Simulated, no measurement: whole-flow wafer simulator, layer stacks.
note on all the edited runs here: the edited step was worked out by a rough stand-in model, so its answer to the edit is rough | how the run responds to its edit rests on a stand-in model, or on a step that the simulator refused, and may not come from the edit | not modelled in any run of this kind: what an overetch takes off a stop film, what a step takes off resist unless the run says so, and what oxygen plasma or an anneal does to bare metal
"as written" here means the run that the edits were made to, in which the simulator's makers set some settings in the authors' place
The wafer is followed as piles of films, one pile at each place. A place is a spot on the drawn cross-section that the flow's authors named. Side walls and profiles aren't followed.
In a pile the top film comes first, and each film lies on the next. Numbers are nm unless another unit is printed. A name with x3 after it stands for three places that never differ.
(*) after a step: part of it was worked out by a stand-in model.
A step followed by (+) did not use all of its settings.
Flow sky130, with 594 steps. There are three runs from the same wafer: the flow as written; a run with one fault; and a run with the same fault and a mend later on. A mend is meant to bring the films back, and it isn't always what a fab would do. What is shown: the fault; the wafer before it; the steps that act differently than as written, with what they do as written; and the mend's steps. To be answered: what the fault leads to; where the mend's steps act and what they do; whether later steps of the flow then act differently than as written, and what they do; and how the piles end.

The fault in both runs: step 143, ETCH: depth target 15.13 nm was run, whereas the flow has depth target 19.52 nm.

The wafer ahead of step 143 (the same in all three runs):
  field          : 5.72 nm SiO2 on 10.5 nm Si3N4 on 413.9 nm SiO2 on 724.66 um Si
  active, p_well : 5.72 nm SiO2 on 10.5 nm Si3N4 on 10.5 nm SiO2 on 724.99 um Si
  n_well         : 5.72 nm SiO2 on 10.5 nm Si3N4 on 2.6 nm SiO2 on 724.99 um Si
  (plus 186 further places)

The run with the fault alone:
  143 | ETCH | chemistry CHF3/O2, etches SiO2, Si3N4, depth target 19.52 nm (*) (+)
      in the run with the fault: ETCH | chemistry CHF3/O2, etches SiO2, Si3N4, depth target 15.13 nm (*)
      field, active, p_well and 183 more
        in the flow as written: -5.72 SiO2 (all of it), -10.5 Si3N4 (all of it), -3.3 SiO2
        in the run with the fault: -5.72 SiO2 (all of it), -9.41 Si3N4
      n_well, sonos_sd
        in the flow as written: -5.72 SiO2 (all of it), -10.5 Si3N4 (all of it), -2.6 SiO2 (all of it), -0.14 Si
        in the run with the fault: -5.72 SiO2 (all of it), -9.41 Si3N4
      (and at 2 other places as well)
  Steps further on in the flow that do not act as written (58 more steps, not shown, differ only slightly: by at most 2% or 0.5 nm, whichever is larger):
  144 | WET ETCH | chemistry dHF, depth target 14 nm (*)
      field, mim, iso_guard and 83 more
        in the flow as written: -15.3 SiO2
        in the run with the fault: -1.09 Si3N4 (all of it), -4.25 SiO2
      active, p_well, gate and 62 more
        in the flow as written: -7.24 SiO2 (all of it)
        in the run with the fault: -1.09 Si3N4 (all of it), -3.88 SiO2
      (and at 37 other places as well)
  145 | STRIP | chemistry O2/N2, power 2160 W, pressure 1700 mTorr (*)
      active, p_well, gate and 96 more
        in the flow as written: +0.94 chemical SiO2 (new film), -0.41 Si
        in the run with the fault: nothing
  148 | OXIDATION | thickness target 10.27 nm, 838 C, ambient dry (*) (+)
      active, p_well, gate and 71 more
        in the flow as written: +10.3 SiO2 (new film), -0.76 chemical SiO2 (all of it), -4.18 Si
        in the run with the fault: +7.17 SiO2, -3.16 Si
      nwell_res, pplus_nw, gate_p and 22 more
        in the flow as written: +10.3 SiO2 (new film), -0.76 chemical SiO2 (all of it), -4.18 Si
        in the run with the fault: +7.2 SiO2, -3.17 Si
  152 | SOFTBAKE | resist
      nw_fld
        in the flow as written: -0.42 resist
        in the run with the fault: +1.41 resist
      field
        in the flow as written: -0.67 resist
        in the run with the fault: -0.04 resist
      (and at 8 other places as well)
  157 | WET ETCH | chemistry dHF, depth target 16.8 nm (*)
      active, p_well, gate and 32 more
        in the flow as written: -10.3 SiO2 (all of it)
        in the run with the fault: -13.4 SiO2 (all of it)
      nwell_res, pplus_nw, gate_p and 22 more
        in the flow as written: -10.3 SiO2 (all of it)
        in the run with the fault: -13.3 SiO2 (all of it)
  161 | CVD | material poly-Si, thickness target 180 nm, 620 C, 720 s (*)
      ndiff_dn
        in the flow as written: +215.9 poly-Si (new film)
        in the run with the fault: +228.6 poly-Si (new film)
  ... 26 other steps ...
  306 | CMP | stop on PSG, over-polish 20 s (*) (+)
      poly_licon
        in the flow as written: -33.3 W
        in the run with the fault: -46 W
  By the end, the piles at field, gate_hv, m1 and 127 more depart from the flow's by more than 2% or 0.5 nm, whichever is larger.
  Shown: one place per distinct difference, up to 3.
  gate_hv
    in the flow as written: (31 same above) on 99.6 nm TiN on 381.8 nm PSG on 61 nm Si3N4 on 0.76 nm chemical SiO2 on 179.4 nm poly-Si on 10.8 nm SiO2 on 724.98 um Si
    in the run with the fault: (31 same above) on 99.6 nm TiN on 378.7 nm PSG on 61 nm Si3N4 on 0.76 nm chemical SiO2 on 179.4 nm poly-Si on 13.8 nm SiO2 on 724.98 um Si
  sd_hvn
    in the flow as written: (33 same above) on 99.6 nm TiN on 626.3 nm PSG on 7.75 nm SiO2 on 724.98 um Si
    in the run with the fault: (33 same above) on 99.6 nm TiN on 623.3 nm PSG on 10.7 nm SiO2 on 724.98 um Si
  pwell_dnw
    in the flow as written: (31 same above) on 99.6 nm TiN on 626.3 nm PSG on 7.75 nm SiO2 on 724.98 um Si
    in the run with the fault: (31 same above) on 99.6 nm TiN on 623.3 nm PSG on 10.7 nm SiO2 on 724.98 um Si

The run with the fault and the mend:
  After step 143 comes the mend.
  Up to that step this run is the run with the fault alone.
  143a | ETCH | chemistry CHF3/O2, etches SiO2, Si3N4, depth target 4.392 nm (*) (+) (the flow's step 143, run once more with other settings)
      field, active, p_well and 183 more
        -1.09 Si3N4 (all of it), -3.3 SiO2
      n_well, sonos_sd
        -1.09 Si3N4 (all of it), -2.6 SiO2 (all of it), -0.14 Si
      sonos_cell, sonos_cell_x
        -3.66 resist
  Later steps of the flow that are run all act as written at every place that is followed, up to a difference of at most 2% or 0.5 nm, whichever is larger.
  By the end, the piles equal the flow's at every place that both follow.
